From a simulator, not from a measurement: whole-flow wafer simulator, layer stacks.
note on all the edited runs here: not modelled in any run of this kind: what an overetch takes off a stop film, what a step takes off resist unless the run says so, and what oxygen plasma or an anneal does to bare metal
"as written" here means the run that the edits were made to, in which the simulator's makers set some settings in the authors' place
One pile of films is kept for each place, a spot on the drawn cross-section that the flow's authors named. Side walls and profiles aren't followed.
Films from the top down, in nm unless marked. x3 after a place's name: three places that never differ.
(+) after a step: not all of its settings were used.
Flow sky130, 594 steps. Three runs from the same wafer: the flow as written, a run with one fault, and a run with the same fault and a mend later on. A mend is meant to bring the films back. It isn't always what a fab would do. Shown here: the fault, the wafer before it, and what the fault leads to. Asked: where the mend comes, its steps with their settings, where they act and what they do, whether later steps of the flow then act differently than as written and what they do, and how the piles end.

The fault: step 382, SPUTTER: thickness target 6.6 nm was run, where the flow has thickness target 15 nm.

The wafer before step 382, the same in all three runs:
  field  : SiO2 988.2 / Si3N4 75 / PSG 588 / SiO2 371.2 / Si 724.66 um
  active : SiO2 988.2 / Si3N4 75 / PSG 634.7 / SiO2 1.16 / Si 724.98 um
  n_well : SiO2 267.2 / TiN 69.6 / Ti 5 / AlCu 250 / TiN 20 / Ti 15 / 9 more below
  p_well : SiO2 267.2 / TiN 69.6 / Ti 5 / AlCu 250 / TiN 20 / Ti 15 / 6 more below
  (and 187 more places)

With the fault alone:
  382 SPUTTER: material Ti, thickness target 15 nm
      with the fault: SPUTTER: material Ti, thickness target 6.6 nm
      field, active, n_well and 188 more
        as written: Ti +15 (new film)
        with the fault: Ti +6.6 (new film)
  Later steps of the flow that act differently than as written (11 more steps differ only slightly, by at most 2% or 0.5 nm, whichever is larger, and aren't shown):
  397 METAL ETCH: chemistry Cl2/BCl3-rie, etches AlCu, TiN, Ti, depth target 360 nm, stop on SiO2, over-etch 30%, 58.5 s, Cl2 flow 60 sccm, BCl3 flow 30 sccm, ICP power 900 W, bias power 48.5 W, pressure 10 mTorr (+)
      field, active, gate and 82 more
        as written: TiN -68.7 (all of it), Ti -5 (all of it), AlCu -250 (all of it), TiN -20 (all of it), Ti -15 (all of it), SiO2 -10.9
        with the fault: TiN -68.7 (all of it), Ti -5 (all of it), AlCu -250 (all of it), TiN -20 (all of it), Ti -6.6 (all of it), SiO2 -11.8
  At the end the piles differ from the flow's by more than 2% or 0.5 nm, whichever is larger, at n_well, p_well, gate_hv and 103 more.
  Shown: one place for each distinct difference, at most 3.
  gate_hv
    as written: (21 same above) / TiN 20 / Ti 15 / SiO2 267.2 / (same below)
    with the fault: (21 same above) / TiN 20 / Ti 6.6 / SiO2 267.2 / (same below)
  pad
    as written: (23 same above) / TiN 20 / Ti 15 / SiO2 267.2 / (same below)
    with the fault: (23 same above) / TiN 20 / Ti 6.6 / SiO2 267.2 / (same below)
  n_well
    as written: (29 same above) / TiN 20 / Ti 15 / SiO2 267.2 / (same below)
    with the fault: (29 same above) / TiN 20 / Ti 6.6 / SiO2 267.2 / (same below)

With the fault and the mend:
  The mend comes after step 382.
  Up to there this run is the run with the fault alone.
  382a SPUTTER: material Ti, thickness target 8.4 nm (the flow's step 382 once more, with other settings)
      field, active, n_well and 188 more
        Ti +8.4
  No later step of the flow acts differently than as written at any place that is followed.
  At the end the piles are the same as the flow's at every place that both follow.
